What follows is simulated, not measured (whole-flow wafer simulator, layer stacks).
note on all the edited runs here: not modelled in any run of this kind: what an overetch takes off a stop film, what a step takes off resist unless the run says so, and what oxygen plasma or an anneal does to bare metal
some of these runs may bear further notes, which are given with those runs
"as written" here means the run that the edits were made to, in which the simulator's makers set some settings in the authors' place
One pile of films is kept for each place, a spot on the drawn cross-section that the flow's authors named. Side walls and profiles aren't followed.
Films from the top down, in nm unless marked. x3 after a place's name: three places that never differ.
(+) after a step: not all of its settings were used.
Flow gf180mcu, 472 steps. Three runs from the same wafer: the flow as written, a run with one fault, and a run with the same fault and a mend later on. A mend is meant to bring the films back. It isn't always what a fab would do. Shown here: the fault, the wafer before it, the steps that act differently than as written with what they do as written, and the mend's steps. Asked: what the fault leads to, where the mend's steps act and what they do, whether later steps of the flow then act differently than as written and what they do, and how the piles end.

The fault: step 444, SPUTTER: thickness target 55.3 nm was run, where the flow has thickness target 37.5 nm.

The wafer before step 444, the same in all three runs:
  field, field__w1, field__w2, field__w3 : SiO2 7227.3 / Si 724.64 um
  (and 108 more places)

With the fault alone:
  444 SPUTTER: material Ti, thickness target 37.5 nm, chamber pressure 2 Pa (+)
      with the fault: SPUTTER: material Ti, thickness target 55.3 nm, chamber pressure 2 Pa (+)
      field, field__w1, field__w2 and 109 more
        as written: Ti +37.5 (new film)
        with the fault: Ti +55.3 (new film)
  Later steps of the flow that act differently than as written (4 more steps differ only slightly, by at most 2% or 0.5 nm, whichever is larger, and aren't shown):
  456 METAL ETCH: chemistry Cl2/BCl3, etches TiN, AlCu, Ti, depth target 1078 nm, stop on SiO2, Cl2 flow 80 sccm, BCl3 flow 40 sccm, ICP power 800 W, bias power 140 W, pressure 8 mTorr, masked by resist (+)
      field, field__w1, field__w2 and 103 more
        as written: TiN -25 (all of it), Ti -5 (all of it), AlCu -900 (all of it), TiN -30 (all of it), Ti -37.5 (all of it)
        with the fault: TiN -25 (all of it), Ti -5 (all of it), AlCu -900 (all of it), TiN -30 (all of it), Ti -55.3 (all of it)
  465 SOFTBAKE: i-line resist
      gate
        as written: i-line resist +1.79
        with the fault: i-line resist -0.22
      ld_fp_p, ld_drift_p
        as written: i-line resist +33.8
        with the fault: i-line resist +27.7
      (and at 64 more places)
  At the end the piles differ from the flow's by more than 2% or 0.5 nm, whichever is larger, at field__w8, contact, m1, m1__w1, pad, m1_nw.
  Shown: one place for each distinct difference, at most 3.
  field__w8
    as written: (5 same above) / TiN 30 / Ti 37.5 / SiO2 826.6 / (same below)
    with the fault: (5 same above) / TiN 30 / Ti 55.3 / SiO2 826.6 / (same below)
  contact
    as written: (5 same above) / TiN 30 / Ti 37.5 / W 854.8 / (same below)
    with the fault: (5 same above) / TiN 30 / Ti 55.3 / W 854.8 / (same below)
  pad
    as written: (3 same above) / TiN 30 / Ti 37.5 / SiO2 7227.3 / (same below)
    with the fault: (3 same above) / TiN 30 / Ti 55.3 / SiO2 7227.3 / (same below)

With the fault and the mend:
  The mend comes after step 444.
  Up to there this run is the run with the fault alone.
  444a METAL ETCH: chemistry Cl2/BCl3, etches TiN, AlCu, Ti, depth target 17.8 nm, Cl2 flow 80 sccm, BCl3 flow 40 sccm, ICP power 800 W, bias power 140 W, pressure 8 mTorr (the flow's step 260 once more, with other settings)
      field, field__w1, field__w2 and 109 more
        Ti -17.8
  No later step of the flow acts differently than as written at any place that is followed.
  At the end the piles are the same as the flow's at every place that both follow.
